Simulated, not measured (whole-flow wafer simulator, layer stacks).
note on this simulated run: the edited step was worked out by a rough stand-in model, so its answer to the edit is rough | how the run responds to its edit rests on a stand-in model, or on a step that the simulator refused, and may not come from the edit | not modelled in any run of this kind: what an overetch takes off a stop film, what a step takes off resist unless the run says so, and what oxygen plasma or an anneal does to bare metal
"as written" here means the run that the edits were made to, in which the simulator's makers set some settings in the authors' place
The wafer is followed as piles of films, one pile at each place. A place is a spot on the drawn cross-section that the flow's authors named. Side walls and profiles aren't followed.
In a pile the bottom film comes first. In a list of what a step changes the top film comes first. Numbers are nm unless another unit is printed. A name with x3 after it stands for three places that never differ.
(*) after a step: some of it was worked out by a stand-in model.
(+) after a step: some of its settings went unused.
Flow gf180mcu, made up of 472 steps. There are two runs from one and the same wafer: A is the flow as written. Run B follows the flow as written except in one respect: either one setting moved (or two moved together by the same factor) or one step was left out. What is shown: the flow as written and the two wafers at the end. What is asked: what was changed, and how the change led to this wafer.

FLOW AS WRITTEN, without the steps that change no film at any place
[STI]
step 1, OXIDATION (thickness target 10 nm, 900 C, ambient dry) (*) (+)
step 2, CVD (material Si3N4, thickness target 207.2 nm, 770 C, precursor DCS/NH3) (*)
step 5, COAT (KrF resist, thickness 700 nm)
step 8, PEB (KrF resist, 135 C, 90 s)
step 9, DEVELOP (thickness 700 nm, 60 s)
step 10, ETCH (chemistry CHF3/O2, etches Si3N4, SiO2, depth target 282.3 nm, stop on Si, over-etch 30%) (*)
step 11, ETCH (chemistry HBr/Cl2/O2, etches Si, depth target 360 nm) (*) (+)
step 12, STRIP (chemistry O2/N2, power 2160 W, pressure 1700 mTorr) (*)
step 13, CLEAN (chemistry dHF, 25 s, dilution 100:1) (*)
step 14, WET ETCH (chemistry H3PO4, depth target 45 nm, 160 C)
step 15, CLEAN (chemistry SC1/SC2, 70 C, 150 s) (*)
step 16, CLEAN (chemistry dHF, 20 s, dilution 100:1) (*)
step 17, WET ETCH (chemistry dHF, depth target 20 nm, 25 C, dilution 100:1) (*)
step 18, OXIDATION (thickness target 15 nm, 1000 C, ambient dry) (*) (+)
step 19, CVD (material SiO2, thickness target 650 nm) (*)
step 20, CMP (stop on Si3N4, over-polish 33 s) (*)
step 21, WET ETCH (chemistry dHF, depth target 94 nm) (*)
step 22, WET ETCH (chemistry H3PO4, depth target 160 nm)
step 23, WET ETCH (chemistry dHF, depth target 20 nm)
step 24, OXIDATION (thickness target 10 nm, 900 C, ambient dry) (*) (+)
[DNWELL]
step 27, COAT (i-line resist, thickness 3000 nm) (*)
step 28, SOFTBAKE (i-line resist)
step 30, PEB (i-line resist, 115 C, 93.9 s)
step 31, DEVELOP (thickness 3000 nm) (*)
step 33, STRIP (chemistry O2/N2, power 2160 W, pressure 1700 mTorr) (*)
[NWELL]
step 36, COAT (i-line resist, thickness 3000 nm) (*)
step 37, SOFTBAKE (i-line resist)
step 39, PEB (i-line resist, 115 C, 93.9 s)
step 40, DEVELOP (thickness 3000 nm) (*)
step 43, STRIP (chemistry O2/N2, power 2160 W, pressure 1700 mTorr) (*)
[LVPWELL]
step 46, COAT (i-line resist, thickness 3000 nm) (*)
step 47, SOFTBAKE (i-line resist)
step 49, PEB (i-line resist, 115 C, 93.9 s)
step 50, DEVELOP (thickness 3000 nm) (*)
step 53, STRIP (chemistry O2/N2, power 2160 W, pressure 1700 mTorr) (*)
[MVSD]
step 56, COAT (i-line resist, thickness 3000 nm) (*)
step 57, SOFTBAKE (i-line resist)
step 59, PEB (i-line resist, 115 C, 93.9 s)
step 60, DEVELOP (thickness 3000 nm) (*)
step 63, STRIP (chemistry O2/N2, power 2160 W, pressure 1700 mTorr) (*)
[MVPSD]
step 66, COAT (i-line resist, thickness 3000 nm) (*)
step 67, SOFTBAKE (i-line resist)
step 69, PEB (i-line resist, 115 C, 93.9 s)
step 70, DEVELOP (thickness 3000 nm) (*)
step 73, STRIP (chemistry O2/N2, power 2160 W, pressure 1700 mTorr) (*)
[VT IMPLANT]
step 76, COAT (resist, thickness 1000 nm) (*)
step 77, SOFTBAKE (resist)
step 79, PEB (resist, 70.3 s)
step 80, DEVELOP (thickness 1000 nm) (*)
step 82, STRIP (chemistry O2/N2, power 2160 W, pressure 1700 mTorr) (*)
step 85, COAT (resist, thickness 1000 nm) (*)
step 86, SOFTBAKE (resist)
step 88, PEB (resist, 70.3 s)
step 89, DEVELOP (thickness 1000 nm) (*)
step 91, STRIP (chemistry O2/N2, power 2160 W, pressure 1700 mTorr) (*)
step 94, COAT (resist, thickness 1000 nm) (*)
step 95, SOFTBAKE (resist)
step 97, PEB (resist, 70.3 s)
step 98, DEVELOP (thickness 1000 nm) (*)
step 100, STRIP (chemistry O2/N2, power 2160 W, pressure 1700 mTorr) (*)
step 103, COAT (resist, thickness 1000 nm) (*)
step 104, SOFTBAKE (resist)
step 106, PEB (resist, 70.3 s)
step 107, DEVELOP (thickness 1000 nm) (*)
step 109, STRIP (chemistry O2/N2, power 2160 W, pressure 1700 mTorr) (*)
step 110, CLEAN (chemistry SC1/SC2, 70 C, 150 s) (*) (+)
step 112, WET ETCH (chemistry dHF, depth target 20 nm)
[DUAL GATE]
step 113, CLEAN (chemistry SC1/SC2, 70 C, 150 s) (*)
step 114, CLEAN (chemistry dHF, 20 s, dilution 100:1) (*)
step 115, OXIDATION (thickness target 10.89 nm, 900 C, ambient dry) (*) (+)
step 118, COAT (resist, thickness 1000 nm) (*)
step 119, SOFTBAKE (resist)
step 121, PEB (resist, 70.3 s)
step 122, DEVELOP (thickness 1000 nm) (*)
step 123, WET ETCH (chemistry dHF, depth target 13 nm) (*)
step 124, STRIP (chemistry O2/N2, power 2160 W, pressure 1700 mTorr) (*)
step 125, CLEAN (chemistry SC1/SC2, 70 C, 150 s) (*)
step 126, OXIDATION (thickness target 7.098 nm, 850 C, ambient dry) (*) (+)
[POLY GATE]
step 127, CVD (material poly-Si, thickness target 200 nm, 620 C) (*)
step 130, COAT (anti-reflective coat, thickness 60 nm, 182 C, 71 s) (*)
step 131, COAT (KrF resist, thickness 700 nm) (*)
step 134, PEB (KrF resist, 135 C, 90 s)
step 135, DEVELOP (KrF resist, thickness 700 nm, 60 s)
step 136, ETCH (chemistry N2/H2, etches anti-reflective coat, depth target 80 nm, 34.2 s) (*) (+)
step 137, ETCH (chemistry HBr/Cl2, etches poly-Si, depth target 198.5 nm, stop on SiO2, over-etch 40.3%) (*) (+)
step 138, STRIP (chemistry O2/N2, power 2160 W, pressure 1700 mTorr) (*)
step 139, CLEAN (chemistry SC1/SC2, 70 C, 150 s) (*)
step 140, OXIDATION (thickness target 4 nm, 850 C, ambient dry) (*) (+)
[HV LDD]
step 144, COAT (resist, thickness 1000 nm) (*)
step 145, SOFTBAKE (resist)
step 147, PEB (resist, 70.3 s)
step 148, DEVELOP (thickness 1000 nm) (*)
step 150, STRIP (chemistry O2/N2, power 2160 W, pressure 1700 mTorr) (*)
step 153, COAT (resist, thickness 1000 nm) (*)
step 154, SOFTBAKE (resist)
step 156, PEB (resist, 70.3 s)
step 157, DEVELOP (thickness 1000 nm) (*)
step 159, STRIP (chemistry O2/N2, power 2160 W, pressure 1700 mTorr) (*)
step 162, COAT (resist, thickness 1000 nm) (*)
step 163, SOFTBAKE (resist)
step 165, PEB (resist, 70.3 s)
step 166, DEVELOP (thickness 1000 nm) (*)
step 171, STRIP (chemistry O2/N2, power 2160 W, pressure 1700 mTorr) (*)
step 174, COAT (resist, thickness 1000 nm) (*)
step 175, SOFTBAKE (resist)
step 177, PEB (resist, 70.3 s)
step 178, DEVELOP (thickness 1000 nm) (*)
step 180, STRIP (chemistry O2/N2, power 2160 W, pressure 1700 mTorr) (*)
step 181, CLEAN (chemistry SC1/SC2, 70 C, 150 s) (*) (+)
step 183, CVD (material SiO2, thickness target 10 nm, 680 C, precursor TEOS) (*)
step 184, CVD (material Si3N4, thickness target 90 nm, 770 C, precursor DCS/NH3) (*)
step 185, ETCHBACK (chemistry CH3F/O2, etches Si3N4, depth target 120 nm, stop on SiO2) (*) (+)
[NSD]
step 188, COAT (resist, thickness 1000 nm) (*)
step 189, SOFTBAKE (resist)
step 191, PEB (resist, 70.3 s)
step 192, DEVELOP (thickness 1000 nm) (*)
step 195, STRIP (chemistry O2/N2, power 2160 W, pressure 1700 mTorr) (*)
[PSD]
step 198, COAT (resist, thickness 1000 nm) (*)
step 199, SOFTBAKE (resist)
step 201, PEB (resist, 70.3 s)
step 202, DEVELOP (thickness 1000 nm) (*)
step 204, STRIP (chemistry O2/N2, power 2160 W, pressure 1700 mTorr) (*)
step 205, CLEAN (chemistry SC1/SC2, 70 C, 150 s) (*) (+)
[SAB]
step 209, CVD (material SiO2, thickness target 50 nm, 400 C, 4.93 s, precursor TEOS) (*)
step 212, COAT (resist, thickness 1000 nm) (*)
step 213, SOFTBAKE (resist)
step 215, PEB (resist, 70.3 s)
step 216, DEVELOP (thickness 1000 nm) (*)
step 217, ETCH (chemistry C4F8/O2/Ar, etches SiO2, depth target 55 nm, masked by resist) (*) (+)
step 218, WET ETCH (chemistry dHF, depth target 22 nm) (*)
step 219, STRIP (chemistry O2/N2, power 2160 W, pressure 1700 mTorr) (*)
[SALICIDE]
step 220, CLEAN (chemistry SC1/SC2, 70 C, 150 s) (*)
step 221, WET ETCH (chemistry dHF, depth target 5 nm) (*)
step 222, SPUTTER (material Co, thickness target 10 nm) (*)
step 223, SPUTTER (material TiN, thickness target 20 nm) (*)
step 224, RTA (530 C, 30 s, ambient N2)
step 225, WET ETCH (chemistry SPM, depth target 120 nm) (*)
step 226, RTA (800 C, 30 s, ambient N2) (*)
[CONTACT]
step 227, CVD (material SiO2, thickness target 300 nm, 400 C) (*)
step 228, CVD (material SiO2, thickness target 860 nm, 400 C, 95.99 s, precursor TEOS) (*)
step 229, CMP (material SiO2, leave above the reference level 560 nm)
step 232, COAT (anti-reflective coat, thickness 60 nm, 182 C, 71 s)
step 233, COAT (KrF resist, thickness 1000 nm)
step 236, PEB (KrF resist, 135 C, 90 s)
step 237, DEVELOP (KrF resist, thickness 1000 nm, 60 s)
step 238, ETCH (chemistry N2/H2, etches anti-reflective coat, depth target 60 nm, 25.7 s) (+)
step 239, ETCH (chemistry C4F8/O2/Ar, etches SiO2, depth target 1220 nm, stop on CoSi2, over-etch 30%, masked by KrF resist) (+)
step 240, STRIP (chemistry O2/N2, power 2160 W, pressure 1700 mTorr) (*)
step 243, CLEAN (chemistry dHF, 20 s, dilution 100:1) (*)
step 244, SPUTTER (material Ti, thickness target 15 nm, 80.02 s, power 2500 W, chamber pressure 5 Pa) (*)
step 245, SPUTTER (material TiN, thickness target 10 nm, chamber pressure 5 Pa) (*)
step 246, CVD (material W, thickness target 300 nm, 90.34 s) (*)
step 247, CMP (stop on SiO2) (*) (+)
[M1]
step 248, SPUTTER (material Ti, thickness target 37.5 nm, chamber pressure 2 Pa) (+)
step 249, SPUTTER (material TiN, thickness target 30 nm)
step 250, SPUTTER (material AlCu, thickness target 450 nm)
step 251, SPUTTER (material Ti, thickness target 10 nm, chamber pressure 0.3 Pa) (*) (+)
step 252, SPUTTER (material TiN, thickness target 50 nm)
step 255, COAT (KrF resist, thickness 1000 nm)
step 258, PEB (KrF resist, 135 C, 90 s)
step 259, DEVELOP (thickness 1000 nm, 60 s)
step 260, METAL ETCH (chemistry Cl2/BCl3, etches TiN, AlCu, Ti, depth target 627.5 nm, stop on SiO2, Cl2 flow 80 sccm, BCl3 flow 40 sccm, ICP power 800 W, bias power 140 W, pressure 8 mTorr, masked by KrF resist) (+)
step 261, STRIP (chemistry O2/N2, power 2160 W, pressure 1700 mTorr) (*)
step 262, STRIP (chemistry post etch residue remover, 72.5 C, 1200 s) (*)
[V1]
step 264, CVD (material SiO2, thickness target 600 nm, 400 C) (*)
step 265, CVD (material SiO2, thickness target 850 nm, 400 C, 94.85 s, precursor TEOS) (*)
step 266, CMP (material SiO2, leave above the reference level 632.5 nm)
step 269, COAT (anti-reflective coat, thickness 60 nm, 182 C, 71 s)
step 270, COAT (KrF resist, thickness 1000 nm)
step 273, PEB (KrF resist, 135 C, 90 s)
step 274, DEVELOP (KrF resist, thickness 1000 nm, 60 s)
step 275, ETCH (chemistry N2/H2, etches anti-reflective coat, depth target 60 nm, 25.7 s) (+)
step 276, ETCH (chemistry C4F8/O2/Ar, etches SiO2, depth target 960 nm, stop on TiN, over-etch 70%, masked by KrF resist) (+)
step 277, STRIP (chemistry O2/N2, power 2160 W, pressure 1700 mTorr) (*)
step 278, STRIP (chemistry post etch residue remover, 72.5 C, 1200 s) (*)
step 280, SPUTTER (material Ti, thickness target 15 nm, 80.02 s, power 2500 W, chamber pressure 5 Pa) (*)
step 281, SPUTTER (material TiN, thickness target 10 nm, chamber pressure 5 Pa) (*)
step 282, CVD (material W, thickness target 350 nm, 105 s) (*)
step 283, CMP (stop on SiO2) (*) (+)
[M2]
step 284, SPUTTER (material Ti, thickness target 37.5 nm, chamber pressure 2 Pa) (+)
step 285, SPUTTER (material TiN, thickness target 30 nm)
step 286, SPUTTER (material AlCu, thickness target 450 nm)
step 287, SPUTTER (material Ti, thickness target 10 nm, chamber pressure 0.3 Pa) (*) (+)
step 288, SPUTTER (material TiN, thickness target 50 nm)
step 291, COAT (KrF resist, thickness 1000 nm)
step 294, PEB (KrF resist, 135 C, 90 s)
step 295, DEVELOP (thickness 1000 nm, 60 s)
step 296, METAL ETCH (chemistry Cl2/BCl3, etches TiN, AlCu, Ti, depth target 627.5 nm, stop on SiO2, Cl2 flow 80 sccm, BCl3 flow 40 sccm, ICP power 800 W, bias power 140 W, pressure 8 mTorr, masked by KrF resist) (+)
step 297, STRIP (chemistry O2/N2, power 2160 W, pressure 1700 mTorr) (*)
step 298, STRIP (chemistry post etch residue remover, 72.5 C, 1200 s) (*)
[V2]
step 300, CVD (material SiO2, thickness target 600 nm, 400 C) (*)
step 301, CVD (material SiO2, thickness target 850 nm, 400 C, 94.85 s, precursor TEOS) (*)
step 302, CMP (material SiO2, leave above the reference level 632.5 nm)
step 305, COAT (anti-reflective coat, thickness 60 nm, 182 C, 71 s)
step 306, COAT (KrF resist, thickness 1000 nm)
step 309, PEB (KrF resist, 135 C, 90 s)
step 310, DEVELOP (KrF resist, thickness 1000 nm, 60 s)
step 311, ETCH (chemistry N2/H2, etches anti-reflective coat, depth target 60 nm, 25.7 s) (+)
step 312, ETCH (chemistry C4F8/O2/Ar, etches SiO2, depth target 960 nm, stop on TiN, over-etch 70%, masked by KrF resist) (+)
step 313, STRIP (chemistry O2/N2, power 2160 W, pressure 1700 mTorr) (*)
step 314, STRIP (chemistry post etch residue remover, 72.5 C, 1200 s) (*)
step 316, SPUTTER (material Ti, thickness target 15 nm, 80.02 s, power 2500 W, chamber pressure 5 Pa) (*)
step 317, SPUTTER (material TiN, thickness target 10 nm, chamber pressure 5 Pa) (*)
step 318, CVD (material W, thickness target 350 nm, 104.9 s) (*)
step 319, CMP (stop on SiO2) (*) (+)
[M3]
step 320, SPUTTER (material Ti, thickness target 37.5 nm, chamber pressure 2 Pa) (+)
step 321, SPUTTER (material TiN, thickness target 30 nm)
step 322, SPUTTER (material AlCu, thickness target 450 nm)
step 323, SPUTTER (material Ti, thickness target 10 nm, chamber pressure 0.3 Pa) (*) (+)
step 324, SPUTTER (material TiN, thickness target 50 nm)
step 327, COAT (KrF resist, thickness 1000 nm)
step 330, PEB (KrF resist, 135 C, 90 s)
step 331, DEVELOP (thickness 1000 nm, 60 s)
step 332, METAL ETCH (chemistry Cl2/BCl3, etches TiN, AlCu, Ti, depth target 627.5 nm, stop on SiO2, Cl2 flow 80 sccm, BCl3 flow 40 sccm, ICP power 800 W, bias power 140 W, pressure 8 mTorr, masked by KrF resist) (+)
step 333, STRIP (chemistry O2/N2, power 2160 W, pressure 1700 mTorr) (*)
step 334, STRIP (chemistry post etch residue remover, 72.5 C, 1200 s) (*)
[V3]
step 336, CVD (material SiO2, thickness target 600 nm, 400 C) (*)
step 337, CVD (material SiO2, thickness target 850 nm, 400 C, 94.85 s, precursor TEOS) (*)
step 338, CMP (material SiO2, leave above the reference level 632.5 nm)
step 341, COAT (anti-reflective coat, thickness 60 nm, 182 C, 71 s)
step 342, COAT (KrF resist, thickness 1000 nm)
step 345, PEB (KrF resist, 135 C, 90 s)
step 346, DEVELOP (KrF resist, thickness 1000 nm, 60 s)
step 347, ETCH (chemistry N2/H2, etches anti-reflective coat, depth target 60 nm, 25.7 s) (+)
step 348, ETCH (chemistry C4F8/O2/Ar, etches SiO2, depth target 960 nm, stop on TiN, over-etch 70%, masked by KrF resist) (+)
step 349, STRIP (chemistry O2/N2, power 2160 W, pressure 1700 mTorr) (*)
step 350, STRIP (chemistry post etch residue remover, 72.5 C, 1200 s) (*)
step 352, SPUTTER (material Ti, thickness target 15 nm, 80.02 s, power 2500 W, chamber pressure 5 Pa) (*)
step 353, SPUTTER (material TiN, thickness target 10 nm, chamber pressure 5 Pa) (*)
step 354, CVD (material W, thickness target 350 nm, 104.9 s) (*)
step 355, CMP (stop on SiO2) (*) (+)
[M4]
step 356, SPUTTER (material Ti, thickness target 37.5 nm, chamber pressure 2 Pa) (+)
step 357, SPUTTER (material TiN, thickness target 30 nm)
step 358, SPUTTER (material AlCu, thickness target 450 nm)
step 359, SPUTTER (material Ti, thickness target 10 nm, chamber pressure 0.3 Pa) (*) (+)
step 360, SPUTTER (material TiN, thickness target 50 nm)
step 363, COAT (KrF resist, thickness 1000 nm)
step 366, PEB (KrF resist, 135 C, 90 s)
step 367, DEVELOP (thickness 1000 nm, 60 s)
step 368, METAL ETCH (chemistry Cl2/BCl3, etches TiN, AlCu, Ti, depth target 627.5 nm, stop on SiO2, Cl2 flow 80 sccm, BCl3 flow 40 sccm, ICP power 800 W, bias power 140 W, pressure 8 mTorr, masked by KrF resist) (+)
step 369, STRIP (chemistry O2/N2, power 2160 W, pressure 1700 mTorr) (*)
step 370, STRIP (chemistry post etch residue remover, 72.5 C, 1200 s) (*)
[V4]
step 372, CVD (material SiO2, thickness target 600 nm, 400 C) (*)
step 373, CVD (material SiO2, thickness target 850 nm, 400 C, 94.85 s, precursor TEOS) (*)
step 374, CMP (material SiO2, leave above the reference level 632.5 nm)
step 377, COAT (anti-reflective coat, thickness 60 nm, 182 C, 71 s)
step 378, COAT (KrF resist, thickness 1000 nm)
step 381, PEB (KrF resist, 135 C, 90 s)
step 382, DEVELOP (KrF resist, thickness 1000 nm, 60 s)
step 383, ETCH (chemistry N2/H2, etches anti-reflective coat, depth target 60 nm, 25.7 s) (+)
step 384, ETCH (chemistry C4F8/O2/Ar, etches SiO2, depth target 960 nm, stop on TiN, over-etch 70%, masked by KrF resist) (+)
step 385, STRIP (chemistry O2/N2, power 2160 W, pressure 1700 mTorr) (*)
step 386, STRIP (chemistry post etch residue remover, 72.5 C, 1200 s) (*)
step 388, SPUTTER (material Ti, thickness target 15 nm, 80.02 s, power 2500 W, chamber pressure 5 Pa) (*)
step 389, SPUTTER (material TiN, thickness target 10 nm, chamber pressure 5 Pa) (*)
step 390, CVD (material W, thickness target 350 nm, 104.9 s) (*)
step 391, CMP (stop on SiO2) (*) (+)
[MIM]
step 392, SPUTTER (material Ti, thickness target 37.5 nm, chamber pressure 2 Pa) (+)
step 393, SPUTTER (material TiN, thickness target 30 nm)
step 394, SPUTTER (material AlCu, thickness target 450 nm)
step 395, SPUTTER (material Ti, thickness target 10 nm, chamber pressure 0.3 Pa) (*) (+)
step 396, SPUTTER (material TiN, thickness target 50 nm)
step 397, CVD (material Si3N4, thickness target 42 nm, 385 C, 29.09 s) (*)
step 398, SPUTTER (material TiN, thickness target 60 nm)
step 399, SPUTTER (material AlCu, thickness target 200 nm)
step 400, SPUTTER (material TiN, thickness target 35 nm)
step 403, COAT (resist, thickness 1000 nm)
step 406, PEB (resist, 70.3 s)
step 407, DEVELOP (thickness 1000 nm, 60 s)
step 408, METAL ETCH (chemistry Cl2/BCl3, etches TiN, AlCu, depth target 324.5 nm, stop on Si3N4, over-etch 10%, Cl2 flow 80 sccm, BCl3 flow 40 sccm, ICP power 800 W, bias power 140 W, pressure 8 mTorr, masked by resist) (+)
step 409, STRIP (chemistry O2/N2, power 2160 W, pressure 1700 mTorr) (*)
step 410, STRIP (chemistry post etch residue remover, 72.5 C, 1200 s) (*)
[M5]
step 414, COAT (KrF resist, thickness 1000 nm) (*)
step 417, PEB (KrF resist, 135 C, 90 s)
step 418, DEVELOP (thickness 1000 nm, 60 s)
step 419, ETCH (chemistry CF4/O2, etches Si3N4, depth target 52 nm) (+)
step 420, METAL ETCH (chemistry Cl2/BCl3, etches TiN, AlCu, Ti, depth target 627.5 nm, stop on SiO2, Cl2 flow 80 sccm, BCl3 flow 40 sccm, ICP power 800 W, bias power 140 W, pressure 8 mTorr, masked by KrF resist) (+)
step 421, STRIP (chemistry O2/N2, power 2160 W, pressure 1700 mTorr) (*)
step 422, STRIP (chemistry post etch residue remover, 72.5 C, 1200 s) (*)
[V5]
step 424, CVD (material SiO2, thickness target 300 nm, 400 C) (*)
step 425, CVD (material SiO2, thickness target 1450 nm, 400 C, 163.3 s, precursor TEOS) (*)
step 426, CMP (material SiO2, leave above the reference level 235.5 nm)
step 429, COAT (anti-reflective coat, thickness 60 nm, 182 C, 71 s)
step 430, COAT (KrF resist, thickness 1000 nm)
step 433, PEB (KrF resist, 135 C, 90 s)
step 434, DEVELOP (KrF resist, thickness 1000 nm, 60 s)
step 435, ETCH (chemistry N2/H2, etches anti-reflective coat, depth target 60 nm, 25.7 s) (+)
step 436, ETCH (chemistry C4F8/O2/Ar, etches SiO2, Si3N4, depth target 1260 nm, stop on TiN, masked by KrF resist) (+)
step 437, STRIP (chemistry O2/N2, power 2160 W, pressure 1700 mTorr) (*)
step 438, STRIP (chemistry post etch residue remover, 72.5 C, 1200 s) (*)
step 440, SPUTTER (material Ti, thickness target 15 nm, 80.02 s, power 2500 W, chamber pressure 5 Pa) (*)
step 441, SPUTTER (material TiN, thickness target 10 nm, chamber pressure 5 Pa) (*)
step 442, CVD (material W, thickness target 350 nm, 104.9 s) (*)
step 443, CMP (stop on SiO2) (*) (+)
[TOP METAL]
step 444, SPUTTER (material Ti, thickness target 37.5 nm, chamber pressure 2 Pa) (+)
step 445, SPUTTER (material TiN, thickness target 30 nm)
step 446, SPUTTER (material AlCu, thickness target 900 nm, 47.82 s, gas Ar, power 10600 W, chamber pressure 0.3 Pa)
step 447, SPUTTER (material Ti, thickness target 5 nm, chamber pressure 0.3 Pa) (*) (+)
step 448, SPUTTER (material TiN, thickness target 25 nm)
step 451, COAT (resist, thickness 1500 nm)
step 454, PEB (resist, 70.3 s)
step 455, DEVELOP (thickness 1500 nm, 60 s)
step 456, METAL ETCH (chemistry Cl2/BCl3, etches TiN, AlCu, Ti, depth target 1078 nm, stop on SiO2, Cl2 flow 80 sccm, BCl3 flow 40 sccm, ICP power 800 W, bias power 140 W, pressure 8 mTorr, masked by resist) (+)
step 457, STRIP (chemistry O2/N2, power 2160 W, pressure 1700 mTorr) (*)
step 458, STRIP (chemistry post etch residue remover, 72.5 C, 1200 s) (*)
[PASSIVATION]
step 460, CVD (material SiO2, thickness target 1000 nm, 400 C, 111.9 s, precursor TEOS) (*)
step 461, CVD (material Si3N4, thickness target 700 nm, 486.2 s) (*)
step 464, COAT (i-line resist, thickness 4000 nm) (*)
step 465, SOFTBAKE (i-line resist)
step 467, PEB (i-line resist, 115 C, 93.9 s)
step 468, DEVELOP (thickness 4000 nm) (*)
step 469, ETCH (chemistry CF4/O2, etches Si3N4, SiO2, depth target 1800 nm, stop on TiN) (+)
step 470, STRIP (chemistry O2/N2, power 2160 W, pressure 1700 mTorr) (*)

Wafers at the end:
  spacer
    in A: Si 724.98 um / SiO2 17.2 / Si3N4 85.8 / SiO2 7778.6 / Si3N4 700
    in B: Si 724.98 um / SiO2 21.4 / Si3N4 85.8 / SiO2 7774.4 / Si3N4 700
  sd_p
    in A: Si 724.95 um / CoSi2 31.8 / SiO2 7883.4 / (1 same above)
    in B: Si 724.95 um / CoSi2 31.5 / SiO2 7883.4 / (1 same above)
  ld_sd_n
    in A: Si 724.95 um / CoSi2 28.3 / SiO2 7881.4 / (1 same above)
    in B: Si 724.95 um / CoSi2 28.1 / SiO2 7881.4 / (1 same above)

Cause: step 183, CVD: thickness target 14.2 nm was run, whereas the flow has thickness target 10 nm.

Step by step, how the change led to this:
  step 183, CVD (material SiO2, thickness target 10 nm, 680 C, precursor TEOS) (*)
      field, field__w1, field__w2 and 99 more: A +10 SiO2 | B +14.2 SiO2
      ld_drift_p: A +9.87 SiO2 | B +14 SiO2
      (also at 1 further place)
  step 189, SOFTBAKE (resist)
      field__w9: A +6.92 resist | B -3.09 resist
      field_sub__w1: A +7.47 resist | B +9.73 resist
  step 199, SOFTBAKE (resist)
      field__w9: A +6.92 resist | B -3.09 resist
      field_sub__w1: A +7.47 resist | B +9.73 resist
  step 218, WET ETCH (chemistry dHF, depth target 22 nm) (*)
      gate, gate_hv, gate_p and 23 more: A -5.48 SiO2 (all of it) | B -9.68 SiO2 (all of it)
      field, sti, mim_1p0 and 13 more: A -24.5 SiO2 | B -25.1 SiO2
      (also at 56 further places)
  step 229, CMP (material SiO2, leave above the reference level 560 nm)
      mim: A -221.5 SiO2 | B -226.2 SiO2
